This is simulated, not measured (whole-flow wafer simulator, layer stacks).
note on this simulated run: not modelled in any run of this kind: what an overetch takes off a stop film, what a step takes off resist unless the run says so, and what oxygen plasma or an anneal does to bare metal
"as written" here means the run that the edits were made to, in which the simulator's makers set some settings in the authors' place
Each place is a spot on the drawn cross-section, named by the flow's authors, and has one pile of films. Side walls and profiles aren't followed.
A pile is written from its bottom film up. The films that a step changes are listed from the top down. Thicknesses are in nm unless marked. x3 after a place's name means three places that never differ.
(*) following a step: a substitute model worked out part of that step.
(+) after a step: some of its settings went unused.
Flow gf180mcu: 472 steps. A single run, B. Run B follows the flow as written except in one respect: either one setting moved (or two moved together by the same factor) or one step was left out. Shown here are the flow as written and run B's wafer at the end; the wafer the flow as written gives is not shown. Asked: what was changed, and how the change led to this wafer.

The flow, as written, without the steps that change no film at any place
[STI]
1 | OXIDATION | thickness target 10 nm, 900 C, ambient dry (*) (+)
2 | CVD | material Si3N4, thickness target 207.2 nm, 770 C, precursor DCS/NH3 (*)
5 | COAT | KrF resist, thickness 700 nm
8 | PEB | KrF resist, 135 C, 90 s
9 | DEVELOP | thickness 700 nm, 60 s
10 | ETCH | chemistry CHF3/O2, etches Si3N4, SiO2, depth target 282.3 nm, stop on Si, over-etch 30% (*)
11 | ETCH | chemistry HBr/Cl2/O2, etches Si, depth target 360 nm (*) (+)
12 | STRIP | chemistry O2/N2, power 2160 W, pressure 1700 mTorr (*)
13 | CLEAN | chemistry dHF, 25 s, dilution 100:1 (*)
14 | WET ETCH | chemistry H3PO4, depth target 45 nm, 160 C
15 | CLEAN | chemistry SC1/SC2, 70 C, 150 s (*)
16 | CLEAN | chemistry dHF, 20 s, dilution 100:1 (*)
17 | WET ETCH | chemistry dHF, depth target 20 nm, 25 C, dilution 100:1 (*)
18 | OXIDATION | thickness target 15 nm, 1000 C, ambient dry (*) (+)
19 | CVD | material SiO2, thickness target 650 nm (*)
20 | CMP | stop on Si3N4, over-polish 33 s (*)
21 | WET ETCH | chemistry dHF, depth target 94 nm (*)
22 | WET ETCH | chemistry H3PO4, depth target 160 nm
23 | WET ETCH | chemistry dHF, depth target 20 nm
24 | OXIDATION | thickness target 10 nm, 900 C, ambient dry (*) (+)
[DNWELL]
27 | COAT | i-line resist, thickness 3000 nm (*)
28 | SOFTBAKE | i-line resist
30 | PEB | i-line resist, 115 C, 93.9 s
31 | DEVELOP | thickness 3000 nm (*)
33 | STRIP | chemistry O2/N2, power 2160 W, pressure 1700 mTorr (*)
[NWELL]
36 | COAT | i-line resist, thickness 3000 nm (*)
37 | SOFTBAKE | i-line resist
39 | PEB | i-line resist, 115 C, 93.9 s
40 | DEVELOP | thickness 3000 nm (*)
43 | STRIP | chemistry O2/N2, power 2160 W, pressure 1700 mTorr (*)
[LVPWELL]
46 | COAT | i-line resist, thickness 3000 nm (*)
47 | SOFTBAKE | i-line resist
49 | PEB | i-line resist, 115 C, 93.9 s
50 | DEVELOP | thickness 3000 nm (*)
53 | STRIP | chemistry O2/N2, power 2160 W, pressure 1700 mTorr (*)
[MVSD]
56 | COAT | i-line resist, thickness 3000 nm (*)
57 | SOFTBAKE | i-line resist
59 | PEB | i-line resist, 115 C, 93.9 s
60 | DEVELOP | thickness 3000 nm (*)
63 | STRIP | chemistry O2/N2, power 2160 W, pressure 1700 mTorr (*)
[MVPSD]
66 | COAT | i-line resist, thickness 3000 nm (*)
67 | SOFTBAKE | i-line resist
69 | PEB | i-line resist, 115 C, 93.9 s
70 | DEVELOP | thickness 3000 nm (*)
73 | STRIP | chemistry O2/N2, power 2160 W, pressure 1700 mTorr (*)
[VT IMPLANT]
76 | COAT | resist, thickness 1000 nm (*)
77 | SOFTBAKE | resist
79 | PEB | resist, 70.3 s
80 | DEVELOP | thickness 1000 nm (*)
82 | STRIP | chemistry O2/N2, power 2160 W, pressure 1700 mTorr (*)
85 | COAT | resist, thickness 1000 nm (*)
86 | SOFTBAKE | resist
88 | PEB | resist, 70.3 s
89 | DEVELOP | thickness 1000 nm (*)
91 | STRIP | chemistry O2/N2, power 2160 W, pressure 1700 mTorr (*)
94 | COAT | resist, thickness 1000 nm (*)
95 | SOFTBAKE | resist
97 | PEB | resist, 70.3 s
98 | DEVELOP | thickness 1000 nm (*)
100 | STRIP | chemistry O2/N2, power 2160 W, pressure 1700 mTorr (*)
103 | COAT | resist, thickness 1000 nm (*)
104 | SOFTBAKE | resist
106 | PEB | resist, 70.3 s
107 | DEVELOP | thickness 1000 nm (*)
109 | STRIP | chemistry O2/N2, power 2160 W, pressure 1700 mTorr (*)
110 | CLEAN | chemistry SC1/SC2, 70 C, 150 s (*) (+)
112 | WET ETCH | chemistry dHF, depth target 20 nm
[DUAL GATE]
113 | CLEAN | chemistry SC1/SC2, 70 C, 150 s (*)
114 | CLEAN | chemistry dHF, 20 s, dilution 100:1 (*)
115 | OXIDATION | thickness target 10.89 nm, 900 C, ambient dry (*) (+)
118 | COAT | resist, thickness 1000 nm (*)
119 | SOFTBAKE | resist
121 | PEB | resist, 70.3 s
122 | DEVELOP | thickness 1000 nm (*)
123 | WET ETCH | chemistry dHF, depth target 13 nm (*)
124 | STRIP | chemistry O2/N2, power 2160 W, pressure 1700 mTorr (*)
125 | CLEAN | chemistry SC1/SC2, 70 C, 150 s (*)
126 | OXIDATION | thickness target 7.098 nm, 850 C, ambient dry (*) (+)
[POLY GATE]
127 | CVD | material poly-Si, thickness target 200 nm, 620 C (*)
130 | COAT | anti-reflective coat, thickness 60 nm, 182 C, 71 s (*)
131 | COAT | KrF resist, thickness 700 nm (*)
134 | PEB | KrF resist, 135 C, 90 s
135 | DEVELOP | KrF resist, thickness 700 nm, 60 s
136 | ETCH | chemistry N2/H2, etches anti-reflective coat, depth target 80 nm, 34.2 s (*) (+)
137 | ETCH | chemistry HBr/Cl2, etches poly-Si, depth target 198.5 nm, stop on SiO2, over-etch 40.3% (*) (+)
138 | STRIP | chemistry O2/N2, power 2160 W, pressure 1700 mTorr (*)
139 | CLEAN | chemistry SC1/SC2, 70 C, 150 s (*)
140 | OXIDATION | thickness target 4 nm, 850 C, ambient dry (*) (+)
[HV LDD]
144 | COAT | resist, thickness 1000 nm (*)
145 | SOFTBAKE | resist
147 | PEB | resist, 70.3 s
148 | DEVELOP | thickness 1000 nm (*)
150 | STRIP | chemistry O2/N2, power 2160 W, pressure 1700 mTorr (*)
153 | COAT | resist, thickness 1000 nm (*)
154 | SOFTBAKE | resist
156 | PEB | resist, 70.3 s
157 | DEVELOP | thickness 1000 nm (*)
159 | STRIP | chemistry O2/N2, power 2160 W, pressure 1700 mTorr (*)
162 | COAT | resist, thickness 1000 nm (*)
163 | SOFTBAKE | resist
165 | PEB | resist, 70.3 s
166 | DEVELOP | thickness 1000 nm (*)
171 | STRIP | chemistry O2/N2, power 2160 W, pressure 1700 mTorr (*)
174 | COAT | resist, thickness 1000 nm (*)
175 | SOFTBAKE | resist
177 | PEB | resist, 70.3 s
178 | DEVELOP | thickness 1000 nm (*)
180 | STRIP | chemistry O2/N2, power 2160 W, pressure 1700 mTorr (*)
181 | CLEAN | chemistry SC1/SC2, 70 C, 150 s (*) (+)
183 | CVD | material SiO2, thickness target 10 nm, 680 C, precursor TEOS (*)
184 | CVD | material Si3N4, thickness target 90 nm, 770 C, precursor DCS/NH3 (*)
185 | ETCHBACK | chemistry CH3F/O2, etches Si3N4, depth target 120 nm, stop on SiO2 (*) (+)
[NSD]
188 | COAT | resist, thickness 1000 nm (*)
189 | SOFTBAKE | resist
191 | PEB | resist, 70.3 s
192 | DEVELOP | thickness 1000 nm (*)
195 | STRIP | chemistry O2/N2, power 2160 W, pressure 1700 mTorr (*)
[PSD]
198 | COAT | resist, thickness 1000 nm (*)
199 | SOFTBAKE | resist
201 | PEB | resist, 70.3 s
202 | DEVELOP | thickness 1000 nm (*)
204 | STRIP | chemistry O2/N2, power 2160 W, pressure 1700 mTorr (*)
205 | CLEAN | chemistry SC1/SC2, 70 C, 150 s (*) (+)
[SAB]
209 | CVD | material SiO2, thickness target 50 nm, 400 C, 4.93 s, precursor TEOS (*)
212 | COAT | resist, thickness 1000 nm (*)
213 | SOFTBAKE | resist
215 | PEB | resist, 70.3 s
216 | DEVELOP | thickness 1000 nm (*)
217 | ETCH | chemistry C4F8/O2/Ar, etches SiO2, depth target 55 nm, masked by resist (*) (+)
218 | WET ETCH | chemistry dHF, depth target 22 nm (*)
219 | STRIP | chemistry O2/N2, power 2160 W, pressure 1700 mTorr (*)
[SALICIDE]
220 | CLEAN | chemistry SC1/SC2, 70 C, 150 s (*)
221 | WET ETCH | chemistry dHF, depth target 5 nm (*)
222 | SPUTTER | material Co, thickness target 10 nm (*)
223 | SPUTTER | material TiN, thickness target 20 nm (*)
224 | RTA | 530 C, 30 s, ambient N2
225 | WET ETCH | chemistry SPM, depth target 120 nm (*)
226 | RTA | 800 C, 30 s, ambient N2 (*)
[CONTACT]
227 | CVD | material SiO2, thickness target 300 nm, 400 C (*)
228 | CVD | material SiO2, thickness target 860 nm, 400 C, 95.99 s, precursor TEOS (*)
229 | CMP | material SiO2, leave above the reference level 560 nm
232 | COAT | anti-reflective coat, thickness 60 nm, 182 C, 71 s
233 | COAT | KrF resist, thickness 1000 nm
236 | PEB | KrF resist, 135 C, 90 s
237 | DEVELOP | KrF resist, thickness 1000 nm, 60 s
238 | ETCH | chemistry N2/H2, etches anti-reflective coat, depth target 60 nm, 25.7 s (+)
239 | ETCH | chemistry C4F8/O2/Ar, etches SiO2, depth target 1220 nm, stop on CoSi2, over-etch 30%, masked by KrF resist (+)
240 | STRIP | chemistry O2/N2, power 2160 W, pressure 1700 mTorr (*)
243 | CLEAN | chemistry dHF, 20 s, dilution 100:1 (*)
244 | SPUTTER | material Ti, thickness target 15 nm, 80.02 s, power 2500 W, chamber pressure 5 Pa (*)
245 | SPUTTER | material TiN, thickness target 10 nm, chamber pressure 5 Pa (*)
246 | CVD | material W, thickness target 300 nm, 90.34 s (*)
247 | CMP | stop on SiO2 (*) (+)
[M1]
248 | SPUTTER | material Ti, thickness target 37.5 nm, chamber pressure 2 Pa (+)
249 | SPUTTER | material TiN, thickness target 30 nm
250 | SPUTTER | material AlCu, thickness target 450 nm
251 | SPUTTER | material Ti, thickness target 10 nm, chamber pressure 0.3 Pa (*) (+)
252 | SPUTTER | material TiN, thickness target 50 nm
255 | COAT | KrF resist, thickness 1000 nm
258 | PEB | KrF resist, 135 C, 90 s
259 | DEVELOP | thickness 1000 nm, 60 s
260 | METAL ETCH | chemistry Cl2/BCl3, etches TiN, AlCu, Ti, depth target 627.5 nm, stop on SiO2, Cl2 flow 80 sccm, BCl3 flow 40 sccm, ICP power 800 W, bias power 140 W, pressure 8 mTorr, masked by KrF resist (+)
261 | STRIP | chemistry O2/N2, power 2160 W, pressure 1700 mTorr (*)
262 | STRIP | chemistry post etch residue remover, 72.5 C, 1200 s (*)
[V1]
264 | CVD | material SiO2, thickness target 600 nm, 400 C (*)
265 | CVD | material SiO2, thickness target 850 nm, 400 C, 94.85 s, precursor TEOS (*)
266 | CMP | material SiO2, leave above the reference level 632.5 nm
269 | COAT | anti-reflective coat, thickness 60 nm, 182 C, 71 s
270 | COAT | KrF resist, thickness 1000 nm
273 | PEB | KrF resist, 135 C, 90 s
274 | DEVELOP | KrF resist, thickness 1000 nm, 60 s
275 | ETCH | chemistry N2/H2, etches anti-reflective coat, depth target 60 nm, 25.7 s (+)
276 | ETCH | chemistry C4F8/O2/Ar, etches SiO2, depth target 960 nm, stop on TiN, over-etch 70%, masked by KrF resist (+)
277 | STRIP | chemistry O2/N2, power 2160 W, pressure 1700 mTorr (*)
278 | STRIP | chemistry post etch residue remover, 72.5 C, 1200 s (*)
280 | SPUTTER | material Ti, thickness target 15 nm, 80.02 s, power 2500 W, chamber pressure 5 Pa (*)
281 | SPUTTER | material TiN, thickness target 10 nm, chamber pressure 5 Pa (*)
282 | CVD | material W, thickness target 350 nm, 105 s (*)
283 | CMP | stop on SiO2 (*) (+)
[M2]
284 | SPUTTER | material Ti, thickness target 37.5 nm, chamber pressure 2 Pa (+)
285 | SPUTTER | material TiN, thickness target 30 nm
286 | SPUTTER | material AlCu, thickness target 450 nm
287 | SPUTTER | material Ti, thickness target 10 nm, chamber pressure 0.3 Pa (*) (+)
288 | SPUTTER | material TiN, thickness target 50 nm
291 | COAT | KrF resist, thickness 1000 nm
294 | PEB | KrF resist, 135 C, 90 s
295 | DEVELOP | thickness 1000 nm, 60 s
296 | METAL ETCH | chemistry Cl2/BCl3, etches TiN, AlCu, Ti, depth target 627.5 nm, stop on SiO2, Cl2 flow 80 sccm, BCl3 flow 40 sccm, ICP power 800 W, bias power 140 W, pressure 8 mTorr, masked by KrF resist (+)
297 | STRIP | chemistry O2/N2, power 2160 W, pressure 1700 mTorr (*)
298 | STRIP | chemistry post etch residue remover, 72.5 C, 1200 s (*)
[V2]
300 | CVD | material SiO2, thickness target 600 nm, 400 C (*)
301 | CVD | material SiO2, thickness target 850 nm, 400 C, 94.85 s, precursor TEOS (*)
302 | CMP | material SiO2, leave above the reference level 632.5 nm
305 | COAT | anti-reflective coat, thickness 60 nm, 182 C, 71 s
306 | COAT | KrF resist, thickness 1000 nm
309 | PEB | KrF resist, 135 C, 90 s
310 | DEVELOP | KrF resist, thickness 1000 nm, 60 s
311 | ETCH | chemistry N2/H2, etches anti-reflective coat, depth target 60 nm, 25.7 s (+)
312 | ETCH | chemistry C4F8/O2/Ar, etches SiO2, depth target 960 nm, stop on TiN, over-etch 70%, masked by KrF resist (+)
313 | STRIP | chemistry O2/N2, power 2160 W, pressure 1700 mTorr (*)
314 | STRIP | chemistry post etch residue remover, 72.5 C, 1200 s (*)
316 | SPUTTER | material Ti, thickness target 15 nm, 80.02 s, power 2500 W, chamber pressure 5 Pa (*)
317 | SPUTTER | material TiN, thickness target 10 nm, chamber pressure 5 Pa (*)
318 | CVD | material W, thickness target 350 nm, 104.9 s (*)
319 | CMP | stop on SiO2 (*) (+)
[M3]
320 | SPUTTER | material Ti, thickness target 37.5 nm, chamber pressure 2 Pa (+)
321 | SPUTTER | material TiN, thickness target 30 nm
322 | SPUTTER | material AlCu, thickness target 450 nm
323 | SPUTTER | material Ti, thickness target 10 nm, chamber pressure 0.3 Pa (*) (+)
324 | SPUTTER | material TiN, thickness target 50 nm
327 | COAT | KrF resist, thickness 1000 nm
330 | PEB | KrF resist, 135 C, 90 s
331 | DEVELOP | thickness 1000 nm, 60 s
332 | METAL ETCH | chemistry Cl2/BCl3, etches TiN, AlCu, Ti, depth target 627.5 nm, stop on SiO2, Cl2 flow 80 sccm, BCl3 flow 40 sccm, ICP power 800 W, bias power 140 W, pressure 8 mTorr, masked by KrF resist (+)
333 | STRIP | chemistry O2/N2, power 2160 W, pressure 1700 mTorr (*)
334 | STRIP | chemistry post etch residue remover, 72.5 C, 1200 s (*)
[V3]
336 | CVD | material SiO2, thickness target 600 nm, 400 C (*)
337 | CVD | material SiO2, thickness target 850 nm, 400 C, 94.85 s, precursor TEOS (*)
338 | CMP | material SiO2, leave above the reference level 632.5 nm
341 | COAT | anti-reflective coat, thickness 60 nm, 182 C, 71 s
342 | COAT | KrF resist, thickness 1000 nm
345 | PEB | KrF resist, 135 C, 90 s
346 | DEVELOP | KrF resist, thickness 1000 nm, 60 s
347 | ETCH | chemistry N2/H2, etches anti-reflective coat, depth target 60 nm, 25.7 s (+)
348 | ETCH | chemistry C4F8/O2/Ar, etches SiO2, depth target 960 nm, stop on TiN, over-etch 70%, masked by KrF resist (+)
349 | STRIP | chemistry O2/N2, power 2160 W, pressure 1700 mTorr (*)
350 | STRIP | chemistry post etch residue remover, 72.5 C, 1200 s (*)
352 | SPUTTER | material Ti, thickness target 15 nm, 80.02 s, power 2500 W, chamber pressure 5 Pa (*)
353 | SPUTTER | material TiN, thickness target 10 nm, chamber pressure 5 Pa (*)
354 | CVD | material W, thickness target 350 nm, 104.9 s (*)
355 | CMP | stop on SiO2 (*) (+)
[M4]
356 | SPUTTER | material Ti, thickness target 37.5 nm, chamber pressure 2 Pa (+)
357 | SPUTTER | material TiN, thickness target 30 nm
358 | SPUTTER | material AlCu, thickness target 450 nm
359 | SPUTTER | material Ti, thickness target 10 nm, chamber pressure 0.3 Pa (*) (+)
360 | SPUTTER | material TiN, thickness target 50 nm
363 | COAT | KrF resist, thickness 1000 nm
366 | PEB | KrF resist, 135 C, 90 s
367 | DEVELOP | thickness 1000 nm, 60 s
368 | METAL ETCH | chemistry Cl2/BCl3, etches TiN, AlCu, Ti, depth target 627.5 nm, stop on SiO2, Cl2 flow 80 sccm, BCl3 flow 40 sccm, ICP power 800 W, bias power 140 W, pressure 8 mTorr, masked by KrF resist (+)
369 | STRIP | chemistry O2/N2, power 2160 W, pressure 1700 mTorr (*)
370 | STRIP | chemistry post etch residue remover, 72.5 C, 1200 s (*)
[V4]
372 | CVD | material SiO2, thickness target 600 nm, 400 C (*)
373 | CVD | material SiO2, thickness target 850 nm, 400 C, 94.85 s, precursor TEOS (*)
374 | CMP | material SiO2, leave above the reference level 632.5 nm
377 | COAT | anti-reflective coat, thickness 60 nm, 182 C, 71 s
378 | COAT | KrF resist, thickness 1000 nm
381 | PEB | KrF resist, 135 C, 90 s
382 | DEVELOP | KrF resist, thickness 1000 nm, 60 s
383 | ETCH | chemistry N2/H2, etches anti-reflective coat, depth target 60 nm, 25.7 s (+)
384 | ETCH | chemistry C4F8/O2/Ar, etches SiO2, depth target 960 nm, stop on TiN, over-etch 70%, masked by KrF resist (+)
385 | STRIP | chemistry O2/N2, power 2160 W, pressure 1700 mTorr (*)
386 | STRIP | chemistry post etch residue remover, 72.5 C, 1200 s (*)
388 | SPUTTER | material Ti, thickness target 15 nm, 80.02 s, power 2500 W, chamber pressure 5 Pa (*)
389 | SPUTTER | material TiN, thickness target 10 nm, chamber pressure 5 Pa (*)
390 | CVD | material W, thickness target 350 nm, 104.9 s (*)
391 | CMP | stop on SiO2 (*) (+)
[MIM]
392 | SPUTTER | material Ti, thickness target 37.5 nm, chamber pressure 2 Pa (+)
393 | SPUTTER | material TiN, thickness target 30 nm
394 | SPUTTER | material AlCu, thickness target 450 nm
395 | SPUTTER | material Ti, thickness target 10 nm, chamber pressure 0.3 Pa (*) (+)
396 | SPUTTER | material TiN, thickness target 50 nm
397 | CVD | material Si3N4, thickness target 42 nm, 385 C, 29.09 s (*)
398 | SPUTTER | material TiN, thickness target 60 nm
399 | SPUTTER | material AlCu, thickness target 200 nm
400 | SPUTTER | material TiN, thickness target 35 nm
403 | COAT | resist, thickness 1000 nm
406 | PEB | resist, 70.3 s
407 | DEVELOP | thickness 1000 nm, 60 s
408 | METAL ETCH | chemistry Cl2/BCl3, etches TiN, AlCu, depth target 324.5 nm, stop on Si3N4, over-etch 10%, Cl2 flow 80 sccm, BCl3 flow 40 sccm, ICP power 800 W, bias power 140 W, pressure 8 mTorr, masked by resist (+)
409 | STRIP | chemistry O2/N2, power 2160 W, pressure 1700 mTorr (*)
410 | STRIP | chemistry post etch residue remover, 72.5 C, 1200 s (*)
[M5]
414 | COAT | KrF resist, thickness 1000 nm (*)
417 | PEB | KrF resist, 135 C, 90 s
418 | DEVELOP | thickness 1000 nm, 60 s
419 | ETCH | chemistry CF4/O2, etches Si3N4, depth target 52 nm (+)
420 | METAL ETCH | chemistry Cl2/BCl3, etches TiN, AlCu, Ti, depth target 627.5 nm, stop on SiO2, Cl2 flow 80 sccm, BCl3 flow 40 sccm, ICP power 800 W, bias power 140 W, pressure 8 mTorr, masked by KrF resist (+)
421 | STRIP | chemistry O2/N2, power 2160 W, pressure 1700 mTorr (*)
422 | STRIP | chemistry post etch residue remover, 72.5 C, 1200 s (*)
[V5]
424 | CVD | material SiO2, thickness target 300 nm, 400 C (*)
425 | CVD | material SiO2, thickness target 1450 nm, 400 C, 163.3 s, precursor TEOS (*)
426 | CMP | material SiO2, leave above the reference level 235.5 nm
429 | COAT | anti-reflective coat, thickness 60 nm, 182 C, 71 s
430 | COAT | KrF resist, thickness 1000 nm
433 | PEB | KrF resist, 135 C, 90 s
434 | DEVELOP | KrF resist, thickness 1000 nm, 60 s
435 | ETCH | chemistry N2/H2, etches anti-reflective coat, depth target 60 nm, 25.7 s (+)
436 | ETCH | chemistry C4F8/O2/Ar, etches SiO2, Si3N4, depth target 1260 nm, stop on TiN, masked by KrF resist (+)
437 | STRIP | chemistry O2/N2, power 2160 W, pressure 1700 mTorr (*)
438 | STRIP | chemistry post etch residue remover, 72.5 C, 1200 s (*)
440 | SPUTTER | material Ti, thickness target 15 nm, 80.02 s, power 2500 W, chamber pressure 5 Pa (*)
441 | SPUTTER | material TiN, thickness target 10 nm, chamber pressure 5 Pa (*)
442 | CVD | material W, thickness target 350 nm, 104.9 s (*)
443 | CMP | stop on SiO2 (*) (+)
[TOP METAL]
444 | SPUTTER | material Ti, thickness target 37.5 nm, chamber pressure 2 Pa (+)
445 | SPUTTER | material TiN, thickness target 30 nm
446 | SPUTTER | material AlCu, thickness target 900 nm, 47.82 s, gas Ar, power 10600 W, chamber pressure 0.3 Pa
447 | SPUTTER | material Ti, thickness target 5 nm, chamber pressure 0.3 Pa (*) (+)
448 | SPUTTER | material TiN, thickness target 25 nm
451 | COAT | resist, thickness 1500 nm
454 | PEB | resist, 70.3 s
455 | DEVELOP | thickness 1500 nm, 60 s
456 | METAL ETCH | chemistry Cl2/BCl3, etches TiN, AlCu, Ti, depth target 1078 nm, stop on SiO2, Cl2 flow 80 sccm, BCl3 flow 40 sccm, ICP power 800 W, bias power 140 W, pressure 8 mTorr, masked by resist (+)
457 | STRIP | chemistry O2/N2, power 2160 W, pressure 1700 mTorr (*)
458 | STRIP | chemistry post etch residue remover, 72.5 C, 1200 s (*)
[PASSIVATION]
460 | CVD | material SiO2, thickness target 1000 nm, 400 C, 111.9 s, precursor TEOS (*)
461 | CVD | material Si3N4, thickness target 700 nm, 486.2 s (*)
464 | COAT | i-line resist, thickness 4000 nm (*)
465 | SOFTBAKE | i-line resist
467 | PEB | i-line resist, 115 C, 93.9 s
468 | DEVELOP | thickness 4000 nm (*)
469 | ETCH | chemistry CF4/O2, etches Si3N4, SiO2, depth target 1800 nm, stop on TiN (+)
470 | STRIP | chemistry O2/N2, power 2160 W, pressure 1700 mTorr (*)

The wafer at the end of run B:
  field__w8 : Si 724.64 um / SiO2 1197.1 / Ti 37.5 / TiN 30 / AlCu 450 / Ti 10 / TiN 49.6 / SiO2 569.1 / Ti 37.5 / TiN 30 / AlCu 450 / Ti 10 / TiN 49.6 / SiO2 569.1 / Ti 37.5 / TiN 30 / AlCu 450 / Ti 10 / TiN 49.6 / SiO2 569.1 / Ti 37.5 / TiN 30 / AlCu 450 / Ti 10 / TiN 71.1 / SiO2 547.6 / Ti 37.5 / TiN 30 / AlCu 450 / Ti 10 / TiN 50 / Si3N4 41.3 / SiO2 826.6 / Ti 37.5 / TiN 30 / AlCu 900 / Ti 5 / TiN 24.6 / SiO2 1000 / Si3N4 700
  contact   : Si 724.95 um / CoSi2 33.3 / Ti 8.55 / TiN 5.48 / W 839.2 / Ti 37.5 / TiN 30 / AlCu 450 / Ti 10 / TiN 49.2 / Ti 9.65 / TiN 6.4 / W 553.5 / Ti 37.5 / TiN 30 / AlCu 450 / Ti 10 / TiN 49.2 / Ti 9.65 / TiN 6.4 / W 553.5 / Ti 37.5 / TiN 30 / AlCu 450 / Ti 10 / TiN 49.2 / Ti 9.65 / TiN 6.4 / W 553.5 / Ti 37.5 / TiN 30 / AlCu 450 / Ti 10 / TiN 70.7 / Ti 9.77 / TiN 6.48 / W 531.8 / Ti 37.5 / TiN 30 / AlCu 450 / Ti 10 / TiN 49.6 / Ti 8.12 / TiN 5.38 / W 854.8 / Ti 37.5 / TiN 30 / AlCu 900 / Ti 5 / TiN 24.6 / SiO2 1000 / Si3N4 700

Cause: step 360, SPUTTER: thickness target 71.5 nm was run, though the flow has thickness target 50 nm.

The path from the change to this, step by step:
  360 | SPUTTER | material TiN, thickness target 50 nm
      field, field__w1, field__w2 and 108 more: TiN gains 71.5 (new film) (it would be, as written: TiN gains 50 (new film))
  368 | METAL ETCH | chemistry Cl2/BCl3, etches TiN, AlCu, Ti, depth target 627.5 nm, stop on SiO2, Cl2 flow 80 sccm, BCl3 flow 40 sccm, ICP power 800 W, bias power 140 W, pressure 8 mTorr, masked by KrF resist (+)
      field, field__w1, field__w2 and 103 more: TiN loses 71.5 (all of it), Ti loses 10 (all of it), AlCu loses 450 (all of it), TiN loses 30 (all of it), Ti loses 37.5 (all of it) (it would be, as written: TiN loses 50 (all of it), Ti loses 10 (all of it), AlCu loses 450 (all of it), TiN loses 30 (all of it), Ti loses 37.5 (all of it))
  374 | CMP | material SiO2, leave above the reference level 632.5 nm
      field__w8, contact, m1, m1__w1, m1_nw: SiO2 loses 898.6 (it would be, as written: SiO2 loses 877.1)
  384 | ETCH | chemistry C4F8/O2/Ar, etches SiO2, depth target 960 nm, stop on TiN, over-etch 70%, masked by KrF resist (+)
      field, field__w1, field__w2 and 107 more: KrF resist loses 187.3 (it would be, as written: KrF resist loses 192)
      contact: SiO2 loses 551 (all of it) (it would be, as written: SiO2 loses 572.5 (all of it))
  390 | CVD | material W, thickness target 350 nm, 104.9 s (*)
      contact: W gains 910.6 (new film) (it would be, as written: W gains 932.3 (new film))
